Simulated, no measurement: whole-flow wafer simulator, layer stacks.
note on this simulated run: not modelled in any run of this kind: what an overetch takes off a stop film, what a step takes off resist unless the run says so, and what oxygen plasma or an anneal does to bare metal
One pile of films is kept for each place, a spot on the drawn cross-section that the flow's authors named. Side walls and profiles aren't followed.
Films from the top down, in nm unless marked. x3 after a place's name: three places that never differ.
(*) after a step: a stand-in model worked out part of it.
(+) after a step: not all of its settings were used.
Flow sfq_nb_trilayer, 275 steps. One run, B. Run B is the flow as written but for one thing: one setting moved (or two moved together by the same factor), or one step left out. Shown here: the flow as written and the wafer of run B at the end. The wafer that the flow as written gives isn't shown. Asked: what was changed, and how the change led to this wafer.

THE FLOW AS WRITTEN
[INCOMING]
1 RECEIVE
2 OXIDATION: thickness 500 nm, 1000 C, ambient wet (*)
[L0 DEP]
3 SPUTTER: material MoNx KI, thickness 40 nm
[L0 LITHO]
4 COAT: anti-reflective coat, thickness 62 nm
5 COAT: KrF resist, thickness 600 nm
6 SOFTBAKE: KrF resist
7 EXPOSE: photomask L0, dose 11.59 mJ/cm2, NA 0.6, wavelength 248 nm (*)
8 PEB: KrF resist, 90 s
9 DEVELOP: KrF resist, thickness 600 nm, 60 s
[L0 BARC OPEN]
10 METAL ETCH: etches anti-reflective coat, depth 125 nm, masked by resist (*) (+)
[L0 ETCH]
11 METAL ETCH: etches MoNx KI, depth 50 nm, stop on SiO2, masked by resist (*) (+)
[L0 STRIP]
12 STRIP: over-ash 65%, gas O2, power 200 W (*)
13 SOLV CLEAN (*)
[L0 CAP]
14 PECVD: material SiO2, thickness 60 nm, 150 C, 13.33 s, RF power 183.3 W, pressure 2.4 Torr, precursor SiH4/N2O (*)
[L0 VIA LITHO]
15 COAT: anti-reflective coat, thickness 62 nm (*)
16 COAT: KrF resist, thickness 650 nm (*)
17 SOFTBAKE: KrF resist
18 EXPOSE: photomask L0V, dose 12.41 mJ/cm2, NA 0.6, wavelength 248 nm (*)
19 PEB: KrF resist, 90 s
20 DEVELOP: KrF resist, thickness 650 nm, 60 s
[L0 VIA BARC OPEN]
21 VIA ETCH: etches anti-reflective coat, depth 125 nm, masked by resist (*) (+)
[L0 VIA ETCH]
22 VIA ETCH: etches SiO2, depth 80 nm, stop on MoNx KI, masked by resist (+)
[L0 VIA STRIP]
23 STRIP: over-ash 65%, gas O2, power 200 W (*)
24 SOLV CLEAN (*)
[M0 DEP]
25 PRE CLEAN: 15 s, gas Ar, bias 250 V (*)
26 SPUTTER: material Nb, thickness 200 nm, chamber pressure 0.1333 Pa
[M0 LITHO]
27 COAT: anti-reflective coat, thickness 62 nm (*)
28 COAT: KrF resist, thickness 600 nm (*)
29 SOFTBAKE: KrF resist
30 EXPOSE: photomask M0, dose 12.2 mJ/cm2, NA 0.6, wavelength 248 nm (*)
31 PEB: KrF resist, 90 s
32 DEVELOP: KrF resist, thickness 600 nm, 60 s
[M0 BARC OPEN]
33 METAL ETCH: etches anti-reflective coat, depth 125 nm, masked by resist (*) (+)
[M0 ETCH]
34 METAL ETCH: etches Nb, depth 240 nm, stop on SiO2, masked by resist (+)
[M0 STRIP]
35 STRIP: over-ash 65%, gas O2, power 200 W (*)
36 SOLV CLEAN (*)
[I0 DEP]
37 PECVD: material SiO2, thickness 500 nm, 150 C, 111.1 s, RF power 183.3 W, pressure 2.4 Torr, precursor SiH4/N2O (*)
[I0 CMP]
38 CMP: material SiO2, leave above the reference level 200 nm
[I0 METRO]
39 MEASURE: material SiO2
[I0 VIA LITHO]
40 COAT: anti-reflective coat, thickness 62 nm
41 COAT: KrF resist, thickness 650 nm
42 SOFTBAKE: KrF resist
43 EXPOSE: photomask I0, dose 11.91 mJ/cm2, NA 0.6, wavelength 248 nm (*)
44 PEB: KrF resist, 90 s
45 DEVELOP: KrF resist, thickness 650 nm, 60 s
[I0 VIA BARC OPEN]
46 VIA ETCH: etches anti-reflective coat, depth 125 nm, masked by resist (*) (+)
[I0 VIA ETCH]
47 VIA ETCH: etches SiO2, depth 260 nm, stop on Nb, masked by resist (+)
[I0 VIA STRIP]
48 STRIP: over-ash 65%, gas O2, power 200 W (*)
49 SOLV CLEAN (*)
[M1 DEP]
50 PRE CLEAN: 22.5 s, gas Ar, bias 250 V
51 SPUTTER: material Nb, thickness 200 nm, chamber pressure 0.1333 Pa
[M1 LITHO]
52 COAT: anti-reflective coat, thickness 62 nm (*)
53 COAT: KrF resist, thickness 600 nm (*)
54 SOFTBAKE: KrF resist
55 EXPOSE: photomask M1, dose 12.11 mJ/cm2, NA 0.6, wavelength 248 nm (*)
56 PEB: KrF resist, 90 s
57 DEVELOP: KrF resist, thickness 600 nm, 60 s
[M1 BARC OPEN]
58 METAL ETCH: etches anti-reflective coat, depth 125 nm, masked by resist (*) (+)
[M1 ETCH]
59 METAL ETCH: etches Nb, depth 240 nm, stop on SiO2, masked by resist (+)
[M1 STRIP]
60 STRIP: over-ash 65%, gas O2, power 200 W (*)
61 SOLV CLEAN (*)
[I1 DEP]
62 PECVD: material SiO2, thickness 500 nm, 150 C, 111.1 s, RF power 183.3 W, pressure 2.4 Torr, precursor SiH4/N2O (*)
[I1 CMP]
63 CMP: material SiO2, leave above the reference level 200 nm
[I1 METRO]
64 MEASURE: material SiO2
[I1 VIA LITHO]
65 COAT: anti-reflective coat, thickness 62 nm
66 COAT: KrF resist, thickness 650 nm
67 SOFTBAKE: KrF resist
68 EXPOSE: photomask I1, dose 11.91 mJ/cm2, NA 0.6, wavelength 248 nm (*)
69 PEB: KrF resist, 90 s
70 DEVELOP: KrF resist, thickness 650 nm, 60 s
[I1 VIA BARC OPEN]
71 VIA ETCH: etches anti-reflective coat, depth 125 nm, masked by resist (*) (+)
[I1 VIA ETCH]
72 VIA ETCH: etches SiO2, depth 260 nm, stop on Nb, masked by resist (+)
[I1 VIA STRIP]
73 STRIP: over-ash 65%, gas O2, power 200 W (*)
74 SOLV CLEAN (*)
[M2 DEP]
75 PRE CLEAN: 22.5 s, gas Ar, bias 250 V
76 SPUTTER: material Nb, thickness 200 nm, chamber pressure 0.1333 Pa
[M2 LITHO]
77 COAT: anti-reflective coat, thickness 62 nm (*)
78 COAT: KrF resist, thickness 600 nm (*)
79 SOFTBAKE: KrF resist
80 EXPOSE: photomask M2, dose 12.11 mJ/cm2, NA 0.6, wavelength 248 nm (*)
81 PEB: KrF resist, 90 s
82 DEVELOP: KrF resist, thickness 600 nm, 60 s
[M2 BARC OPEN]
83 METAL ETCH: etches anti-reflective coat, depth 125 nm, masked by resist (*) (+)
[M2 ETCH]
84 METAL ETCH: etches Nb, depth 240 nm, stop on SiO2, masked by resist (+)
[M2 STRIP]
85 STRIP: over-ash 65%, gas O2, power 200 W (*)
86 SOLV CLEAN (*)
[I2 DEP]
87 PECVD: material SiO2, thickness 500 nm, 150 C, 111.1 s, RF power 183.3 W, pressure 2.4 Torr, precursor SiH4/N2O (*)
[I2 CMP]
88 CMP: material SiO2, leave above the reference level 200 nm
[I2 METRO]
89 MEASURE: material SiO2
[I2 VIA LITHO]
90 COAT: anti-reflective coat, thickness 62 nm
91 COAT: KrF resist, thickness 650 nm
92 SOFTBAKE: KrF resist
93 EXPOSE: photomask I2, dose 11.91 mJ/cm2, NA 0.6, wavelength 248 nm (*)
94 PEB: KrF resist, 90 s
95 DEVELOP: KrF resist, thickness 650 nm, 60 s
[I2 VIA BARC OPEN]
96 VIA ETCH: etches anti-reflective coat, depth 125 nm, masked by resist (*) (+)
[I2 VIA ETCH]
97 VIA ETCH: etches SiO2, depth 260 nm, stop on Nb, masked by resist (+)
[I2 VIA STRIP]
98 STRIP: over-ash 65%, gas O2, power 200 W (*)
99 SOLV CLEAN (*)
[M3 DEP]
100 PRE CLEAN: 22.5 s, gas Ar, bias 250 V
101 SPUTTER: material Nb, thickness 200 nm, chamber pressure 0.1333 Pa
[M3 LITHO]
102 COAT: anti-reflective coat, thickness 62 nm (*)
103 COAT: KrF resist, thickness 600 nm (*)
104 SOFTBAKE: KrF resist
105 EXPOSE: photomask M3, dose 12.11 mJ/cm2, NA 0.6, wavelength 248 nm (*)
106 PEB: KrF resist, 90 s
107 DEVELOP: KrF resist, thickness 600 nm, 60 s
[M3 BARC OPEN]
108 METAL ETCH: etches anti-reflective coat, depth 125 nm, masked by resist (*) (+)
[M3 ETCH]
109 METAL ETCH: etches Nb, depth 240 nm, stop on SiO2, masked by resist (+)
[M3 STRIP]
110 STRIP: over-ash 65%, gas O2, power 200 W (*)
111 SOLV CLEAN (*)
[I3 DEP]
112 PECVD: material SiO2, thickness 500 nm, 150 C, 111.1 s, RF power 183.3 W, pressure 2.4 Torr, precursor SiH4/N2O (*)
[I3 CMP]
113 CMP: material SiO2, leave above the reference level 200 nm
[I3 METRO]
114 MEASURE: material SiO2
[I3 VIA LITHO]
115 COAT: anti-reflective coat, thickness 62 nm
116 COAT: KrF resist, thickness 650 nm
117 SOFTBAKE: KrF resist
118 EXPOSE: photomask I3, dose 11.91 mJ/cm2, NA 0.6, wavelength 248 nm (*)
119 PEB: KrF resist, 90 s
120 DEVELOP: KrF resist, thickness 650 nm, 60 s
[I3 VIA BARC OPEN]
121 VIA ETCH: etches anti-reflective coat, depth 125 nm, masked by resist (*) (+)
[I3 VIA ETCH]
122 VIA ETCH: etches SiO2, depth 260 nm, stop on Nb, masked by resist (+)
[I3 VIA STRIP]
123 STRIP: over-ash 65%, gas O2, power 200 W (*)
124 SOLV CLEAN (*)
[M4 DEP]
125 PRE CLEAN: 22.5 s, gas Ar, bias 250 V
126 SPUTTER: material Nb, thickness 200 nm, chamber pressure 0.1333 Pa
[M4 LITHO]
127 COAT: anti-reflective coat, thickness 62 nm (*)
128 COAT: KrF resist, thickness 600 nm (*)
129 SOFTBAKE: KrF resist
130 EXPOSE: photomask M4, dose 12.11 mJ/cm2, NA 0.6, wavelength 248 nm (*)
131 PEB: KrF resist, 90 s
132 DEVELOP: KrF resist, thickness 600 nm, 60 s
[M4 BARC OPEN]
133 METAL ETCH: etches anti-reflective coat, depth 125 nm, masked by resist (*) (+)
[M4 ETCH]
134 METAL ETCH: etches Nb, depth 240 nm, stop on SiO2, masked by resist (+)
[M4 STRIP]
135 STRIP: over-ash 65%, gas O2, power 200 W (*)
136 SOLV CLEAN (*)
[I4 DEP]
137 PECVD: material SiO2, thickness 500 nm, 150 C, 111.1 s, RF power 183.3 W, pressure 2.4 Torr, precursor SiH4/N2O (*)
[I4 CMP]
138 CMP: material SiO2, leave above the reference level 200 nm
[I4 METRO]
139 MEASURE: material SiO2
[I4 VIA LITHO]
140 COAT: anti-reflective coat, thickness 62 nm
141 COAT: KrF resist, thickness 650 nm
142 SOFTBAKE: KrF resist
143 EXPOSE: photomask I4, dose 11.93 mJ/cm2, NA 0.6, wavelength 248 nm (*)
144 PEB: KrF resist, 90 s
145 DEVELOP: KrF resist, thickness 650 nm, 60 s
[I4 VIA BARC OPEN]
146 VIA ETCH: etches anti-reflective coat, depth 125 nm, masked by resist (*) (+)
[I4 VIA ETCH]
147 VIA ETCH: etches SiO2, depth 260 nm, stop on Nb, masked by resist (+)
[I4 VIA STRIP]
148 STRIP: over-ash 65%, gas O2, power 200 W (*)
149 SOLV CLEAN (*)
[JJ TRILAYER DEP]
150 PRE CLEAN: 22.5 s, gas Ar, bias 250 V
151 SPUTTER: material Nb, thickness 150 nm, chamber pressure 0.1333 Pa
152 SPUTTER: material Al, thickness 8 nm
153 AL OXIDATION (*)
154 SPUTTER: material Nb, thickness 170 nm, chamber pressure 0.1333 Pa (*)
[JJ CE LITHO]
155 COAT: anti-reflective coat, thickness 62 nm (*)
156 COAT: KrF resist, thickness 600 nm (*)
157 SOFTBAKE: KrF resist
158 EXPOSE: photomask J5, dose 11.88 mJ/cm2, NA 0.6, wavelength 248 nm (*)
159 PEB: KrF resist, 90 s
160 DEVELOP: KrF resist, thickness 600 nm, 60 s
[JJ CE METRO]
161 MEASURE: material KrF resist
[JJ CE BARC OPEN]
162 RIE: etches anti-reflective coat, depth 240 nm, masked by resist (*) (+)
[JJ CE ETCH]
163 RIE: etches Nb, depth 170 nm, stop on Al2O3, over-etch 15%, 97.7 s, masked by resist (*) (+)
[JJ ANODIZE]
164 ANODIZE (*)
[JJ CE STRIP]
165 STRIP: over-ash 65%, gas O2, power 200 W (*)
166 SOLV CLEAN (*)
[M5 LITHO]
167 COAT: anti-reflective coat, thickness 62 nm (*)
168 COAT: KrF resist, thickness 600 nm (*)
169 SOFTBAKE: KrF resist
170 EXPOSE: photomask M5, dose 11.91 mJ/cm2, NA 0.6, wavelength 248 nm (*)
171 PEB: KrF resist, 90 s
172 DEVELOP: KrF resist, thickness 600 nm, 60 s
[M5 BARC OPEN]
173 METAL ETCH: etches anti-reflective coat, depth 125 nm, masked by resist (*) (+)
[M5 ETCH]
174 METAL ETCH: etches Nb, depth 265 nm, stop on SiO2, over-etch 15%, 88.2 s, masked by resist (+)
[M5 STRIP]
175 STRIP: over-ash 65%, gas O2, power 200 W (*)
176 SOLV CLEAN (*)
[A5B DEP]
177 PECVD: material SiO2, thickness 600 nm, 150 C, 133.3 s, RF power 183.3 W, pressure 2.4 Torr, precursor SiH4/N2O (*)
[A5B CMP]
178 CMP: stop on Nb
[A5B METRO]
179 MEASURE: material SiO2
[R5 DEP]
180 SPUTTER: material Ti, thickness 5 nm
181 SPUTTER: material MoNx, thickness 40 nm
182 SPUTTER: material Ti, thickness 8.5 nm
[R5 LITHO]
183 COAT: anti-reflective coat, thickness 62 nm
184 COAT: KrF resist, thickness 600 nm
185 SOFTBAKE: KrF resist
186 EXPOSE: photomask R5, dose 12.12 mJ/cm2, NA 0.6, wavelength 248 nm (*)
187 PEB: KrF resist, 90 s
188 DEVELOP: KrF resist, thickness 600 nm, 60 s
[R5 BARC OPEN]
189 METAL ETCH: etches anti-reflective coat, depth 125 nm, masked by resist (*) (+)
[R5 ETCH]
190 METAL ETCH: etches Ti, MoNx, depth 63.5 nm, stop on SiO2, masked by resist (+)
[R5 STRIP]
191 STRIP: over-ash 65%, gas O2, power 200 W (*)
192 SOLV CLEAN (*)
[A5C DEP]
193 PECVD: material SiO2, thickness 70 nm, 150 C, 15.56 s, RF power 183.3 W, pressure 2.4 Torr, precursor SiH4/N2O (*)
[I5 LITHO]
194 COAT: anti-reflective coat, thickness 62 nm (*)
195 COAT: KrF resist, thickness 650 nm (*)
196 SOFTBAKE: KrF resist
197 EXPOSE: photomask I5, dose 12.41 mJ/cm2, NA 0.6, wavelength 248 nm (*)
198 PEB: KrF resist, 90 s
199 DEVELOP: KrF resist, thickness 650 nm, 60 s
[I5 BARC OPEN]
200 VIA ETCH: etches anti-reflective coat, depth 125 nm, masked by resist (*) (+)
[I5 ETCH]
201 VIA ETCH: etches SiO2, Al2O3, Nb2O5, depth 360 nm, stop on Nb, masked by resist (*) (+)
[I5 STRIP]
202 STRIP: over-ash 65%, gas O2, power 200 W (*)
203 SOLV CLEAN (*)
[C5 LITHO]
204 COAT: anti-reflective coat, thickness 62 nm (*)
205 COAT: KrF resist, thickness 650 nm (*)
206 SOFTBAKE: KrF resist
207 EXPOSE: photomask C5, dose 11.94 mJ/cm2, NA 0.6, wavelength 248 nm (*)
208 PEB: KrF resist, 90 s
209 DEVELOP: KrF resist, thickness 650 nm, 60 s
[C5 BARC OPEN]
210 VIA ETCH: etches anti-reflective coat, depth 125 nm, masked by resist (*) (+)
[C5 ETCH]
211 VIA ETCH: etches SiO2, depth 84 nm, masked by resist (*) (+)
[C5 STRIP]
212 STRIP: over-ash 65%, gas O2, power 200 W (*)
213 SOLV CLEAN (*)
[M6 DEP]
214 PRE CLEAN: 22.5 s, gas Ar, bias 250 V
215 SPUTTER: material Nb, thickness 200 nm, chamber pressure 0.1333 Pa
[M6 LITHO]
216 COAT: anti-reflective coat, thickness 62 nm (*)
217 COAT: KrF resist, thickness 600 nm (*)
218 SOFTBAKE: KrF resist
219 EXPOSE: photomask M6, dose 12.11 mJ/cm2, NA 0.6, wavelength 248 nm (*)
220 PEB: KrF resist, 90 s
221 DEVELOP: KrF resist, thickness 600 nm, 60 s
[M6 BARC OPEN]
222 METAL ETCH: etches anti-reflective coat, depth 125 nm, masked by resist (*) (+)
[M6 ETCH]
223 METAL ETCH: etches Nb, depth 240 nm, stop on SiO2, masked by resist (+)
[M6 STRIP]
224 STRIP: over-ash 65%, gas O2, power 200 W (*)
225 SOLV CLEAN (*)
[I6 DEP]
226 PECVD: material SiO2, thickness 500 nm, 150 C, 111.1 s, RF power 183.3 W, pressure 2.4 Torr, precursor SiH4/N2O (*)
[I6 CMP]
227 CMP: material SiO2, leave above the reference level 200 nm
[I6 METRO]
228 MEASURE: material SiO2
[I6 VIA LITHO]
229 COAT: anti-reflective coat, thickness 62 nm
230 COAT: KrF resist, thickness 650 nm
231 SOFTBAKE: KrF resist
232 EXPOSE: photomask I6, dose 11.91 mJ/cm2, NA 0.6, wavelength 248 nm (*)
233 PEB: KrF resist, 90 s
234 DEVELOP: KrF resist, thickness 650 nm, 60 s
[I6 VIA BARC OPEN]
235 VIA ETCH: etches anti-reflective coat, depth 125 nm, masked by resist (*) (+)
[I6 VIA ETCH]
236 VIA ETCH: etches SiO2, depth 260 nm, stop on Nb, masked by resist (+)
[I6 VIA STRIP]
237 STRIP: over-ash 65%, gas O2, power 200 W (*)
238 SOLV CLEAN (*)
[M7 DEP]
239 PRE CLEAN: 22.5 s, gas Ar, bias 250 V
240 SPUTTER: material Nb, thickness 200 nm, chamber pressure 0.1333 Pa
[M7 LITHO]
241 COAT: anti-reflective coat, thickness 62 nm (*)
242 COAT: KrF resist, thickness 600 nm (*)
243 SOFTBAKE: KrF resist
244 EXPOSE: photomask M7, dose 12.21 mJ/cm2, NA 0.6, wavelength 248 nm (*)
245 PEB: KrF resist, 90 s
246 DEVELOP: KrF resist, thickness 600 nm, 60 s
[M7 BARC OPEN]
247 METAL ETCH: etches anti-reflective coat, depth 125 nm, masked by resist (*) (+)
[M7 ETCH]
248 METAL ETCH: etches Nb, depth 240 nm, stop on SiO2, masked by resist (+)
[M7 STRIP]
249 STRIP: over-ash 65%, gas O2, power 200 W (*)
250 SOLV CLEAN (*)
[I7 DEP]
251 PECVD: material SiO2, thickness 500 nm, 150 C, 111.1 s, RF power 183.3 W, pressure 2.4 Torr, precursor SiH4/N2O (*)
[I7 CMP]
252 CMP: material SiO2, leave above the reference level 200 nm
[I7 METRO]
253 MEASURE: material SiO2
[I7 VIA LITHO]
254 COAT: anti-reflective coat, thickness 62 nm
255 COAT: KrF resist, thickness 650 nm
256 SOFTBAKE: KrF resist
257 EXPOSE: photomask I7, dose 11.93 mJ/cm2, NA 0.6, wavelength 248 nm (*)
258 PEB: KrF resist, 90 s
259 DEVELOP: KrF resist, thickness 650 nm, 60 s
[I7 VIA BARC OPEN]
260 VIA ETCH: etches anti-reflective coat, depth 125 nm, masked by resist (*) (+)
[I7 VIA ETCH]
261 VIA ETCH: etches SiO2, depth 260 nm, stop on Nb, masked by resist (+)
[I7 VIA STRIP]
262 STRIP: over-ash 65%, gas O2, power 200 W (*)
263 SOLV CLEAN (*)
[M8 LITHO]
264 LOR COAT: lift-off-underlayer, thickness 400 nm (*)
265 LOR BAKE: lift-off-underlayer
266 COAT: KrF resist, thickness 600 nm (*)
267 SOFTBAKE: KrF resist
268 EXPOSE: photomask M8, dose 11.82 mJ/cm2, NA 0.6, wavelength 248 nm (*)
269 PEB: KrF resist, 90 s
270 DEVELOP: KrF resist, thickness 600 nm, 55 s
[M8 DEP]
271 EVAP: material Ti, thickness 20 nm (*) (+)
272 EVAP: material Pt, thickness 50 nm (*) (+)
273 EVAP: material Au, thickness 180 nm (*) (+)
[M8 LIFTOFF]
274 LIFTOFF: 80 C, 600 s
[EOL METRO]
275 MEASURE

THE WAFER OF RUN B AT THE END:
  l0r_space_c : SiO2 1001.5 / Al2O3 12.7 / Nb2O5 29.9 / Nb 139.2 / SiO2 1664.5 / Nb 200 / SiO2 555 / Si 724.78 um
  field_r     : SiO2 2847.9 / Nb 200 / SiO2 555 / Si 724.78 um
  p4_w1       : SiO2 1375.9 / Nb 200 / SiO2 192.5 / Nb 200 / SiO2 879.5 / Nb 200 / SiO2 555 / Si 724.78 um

The cause: step 88, CMP: leave above the reference level 102 nm was run, where the flow has leave above the reference level 200 nm.

How the change led to this, step by step:
  88 CMP: material SiO2, leave above the reference level 200 nm
      field_l, be, be_sur and 81 more: SiO2 -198 (as written it would be: SiO2 -100)
      v_sur, via_wl, via_w and 18 more: SiO2 -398 (as written it would be: SiO2 -300)
      (and at 1 more place)
  97 VIA ETCH: etches SiO2, depth 260 nm, stop on Nb, masked by resist (+)
      field_l, v_sur, via_wl and 102 more: KrF resist -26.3 (as written it would be: KrF resist -44.8)
      via_w: SiO2 -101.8 (all of it) (as written it would be: SiO2 -199.8 (all of it))
  98 STRIP: over-ash 65%, gas O2, power 200 W (*)
      field_l, v_sur, via_wl and 102 more: KrF resist -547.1 (all of it), anti-reflective coat -62 (all of it) (as written it would be: KrF resist -528.6 (all of it), anti-reflective coat -62 (all of it))
  101 SPUTTER: material Nb, thickness 200 nm, chamber pressure 0.1333 Pa
      via_w: Nb +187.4 (as written it would be: Nb +165.5)
  102 COAT: anti-reflective coat, thickness 62 nm (*)
      v_sur: anti-reflective coat +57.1 (new film) (as written it would be: anti-reflective coat +61.1 (new film))
      via_w: anti-reflective coat +106 (new film) (as written it would be: anti-reflective coat +124.8 (new film))
      (and at 1 more place)
  103 COAT: KrF resist, thickness 600 nm (*)
      via_w: KrF resist +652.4 (new film) (as written it would be: KrF resist +737.9 (new film))
      via_wr: KrF resist +614.1 (new film) (as written it would be: KrF resist +601.8 (new film))
  110 STRIP: over-ash 65%, gas O2, power 200 W (*)
      v_sur: KrF resist -377 (all of it), anti-reflective coat -57.1 (all of it) (as written it would be: KrF resist -365.3 (all of it), anti-reflective coat -61.1 (all of it))
      via_wl: KrF resist -396.3 (all of it), anti-reflective coat -33.8 (all of it) (as written it would be: KrF resist -384.2 (all of it), anti-reflective coat -34.2 (all of it))
      (and at 3 more places)
  112 PECVD: material SiO2, thickness 500 nm, 150 C, 111.1 s, RF power 183.3 W, pressure 2.4 Torr, precursor SiH4/N2O (*)
      via_w: SiO2 +500 (new film) (as written it would be: SiO2 +615 (new film))
  113 CMP: material SiO2, leave above the reference level 200 nm
      via_w: SiO2 -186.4 (as written it would be: SiO2 -181.6)
